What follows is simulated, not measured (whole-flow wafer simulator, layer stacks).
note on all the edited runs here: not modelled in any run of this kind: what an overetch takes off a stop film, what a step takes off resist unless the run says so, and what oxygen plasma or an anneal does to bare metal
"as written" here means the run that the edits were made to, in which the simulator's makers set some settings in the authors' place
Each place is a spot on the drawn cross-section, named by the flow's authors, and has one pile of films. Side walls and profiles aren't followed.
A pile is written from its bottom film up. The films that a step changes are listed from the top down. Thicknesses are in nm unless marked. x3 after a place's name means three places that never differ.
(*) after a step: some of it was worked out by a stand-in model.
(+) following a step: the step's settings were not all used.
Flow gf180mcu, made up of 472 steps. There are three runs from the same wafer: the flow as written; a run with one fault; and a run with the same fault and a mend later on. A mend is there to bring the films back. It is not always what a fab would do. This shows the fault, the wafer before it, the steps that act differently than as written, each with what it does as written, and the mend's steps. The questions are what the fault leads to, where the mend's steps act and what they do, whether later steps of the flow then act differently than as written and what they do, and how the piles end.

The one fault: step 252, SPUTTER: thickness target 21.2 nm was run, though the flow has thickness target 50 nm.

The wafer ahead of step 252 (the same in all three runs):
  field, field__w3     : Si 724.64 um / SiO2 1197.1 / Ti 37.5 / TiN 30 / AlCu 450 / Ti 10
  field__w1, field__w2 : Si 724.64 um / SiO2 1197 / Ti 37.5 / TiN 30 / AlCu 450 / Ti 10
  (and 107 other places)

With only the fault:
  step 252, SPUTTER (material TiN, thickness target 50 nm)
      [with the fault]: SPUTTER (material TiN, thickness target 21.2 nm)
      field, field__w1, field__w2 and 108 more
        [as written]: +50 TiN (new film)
        [with the fault]: +21.2 TiN (new film)
  Later steps of the flow acting differently than as written (2 more steps, not shown, differ only slightly: by at most 2% or 0.5 nm, whichever is larger):
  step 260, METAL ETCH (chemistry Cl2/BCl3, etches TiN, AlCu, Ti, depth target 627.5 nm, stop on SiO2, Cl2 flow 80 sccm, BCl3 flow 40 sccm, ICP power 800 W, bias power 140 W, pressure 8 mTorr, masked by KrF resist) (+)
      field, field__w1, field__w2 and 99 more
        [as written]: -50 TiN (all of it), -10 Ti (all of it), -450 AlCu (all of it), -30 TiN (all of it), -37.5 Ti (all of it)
        [with the fault]: -21.2 TiN (all of it), -10 Ti (all of it), -450 AlCu (all of it), -30 TiN (all of it), -37.5 Ti (all of it)
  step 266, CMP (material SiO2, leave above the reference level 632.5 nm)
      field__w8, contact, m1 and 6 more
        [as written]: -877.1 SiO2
        [with the fault]: -848.3 SiO2
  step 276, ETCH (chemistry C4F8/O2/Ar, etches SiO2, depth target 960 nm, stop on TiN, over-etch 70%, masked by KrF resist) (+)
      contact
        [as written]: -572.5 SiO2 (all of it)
        [with the fault]: -601.3 SiO2 (all of it)
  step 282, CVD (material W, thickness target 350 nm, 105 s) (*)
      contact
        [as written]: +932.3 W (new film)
        [with the fault]: +961.4 W (new film)
  At field__w8, contact, m1 and 6 more, the piles at the end differ from the flow's by more than 2% or 0.5 nm, whichever is larger.
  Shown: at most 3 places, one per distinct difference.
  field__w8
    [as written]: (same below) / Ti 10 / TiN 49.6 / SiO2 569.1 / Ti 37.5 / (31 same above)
    [with the fault]: (same below) / Ti 10 / TiN 20.8 / SiO2 597.9 / Ti 37.5 / (31 same above)
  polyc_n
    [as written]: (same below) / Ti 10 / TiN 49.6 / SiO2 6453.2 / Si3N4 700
    [with the fault]: (same below) / Ti 10 / TiN 20.8 / SiO2 6482 / Si3N4 700
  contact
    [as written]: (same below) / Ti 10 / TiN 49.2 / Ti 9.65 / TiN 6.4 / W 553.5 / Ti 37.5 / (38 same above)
    [with the fault]: (same below) / Ti 10 / TiN 20.4 / Ti 9.49 / TiN 6.3 / W 582.6 / Ti 37.5 / (38 same above)

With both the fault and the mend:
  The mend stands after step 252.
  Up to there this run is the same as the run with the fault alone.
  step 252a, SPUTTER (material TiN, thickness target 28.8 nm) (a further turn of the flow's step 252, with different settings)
      field, field__w1, field__w2 and 108 more
        +28.8 TiN
  Every later step of the flow that is run acts as written at every place that is followed.
  By the end, the piles equal the flow's at every place that both follow.
